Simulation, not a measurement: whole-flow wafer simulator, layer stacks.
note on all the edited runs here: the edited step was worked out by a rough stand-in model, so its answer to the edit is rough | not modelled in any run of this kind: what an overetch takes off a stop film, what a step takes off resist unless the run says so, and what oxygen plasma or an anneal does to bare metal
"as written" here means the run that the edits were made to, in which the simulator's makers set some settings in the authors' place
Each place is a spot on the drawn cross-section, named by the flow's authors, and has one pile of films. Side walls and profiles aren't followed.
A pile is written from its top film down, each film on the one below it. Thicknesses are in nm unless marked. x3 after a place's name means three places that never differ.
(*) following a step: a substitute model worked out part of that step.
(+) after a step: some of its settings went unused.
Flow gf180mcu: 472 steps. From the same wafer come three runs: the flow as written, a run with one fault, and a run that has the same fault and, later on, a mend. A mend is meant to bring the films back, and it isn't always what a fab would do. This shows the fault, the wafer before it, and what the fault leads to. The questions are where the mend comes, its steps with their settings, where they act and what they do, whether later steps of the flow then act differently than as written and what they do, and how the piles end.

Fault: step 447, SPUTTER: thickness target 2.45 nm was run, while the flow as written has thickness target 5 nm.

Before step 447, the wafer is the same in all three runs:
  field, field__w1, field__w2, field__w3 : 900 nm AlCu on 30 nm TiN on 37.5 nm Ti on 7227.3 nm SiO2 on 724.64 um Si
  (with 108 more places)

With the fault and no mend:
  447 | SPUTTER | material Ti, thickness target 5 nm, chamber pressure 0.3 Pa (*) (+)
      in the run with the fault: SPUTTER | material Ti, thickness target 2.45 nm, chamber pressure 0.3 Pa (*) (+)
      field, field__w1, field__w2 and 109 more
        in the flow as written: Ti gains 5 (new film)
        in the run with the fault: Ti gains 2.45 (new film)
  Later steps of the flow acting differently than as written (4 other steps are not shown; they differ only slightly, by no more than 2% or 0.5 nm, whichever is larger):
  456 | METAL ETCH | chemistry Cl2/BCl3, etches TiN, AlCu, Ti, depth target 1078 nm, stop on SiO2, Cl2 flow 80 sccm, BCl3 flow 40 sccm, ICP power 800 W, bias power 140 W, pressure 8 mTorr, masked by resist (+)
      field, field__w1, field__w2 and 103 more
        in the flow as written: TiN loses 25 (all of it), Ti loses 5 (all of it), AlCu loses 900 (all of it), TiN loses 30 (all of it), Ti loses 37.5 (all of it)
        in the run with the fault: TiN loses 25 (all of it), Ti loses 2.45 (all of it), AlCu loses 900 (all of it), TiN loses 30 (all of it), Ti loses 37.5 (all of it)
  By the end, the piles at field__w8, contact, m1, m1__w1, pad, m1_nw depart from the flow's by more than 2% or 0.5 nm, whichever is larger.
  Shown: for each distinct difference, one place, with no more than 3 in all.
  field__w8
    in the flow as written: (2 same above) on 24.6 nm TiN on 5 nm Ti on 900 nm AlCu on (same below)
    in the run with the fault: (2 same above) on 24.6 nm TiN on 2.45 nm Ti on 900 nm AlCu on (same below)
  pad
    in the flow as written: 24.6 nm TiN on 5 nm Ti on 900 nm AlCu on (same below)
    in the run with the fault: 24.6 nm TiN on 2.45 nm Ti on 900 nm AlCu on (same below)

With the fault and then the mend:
  The mend stands after step 447.
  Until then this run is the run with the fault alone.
  447a | SPUTTER | material Ti, thickness target 2.55 nm, chamber pressure 0.3 Pa (*) (+) (the flow's step 447, run once more with other settings)
      field, field__w1, field__w2 and 109 more
        Ti gains 2.55
  Every later step of the flow that is run acts as written at every place that is followed.
  At every place that both follow, the piles at the end match the flow's.
